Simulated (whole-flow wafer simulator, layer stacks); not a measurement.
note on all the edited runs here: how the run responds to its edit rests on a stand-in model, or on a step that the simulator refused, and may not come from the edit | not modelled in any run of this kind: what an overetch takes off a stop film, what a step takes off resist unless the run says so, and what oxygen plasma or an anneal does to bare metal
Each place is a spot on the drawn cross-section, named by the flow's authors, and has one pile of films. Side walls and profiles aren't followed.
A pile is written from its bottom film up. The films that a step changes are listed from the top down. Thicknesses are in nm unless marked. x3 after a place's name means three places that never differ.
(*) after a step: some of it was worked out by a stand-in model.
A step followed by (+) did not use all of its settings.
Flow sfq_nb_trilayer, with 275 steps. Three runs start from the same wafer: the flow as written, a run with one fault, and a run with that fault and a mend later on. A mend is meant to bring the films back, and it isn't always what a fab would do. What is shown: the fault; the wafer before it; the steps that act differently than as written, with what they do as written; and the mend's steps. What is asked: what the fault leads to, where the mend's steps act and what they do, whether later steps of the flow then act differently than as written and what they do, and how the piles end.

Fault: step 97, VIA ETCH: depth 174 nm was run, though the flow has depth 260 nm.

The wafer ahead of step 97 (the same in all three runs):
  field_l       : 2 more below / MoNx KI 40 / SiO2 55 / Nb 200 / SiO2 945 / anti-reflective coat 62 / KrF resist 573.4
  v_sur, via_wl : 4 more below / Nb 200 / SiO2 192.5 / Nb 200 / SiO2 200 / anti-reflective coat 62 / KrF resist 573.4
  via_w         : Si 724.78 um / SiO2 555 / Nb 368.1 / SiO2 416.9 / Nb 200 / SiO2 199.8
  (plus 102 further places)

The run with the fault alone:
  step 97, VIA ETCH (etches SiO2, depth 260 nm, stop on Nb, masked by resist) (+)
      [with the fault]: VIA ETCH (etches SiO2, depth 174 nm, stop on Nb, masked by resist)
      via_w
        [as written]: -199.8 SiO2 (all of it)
        [with the fault]: -174 SiO2
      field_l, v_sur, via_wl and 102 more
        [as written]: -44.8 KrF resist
        [with the fault]: -30 KrF resist
  Steps later in the flow that act otherwise than as written (3 other steps are not shown; they differ only slightly, by no more than 2% or 0.5 nm, whichever is larger):
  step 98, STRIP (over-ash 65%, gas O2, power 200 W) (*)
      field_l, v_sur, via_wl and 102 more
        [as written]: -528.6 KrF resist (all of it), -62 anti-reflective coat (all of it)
        [with the fault]: -543.4 KrF resist (all of it), -62 anti-reflective coat (all of it)
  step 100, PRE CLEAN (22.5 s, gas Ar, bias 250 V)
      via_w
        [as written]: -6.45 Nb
        [with the fault]: -7.5 SiO2
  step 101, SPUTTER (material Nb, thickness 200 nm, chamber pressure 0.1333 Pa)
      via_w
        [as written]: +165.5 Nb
        [with the fault]: +170.9 Nb (new film)
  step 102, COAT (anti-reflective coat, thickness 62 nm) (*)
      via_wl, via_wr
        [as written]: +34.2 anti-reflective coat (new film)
        [with the fault]: +26.8 anti-reflective coat (new film)
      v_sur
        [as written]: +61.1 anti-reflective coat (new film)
        [with the fault]: +58.6 anti-reflective coat (new film)
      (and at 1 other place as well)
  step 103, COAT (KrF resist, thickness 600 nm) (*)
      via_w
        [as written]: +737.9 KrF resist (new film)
        [with the fault]: +720.4 KrF resist (new film)
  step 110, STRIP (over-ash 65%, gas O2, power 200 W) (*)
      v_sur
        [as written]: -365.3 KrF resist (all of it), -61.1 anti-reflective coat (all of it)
        [with the fault]: -367.9 KrF resist (all of it), -58.6 anti-reflective coat (all of it)
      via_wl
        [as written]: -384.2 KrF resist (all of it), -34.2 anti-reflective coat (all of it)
        [with the fault]: -392.1 KrF resist (all of it), -26.8 anti-reflective coat (all of it)
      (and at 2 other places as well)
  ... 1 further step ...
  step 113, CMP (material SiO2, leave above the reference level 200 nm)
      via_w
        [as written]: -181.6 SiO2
        [with the fault]: -157.1 SiO2
  By the end, the piles at via_w depart from the flow's by more than 2% or 0.5 nm, whichever is larger.
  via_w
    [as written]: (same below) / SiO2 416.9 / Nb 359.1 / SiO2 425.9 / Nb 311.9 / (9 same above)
    [with the fault]: (same below) / SiO2 416.9 / Nb 200 / SiO2 18.3 / Nb 170.9 / SiO2 395.7 / Nb 311.9 / (9 same above)

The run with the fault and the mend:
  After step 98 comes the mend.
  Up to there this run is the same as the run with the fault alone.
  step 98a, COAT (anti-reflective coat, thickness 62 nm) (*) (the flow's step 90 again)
      p4_fl x3, p4_w1 x9, p4_g1 x2 and 63 more
        +62 anti-reflective coat (new film)
      be_r, r_sur, res and 10 more
        +61.8 anti-reflective coat (new film)
      jj_sur, ce_l, c5j, ce_r, sp_r
        +61.7 anti-reflective coat (new film)
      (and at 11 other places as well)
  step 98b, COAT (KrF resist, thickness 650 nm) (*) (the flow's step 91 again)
      p4_fl x3, p4_w1 x9, p4_g1 x2 and 63 more
        +650 KrF resist (new film)
      r_end, moat, field_r and 6 more
        +649.5 KrF resist (new film)
      be_r, r_sur, res, l0v
        +649.4 KrF resist (new film)
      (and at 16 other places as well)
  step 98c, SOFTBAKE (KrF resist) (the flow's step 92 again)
      leaves every film unchanged at each place that is followed
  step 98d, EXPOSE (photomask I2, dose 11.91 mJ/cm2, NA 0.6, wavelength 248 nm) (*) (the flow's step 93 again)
      leaves every film unchanged at each place that is followed
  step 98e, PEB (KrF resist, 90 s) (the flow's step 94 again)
      jj_sur, ce_l, c5j and 92 more
        -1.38 KrF resist
      via_v, wire, be, be_sur, gap
        -1.37 KrF resist
      field_l, via_sp
        -1.36 KrF resist
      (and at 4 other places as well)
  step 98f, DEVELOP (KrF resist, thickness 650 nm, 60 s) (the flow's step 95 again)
      field_l, v_sur, via_wl and 102 more
        -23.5 KrF resist
      via_w
        -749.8 KrF resist (all of it)
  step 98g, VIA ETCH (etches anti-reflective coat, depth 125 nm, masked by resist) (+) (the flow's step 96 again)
      field_l, v_sur, via_wl and 102 more
        -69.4 KrF resist
      via_w
        -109 anti-reflective coat (all of it)
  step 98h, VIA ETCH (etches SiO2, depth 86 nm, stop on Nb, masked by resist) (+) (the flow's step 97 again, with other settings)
      field_l, v_sur, via_wl and 102 more
        -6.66 KrF resist
      via_w
        -25.8 SiO2 (all of it)
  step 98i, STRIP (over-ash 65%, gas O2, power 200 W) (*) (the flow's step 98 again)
      p4_fl x3, p4_w1 x9, p4_g1 x2 and 63 more
        -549 KrF resist (all of it), -62 anti-reflective coat (all of it)
      r_end, moat, field_r and 6 more
        -548.5 KrF resist (all of it), -61.8 anti-reflective coat (all of it)
      be_r, r_sur, res, l0v
        -548.4 KrF resist (all of it), -61.8 anti-reflective coat (all of it)
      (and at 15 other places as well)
  Later steps of the flow that are run all act as written at every place that is followed, up to a difference of at most 2% or 0.5 nm, whichever is larger.
  At the end the piles are close to the flow's at the places that both follow, differing by at most 2% or 0.5 nm, whichever is larger.
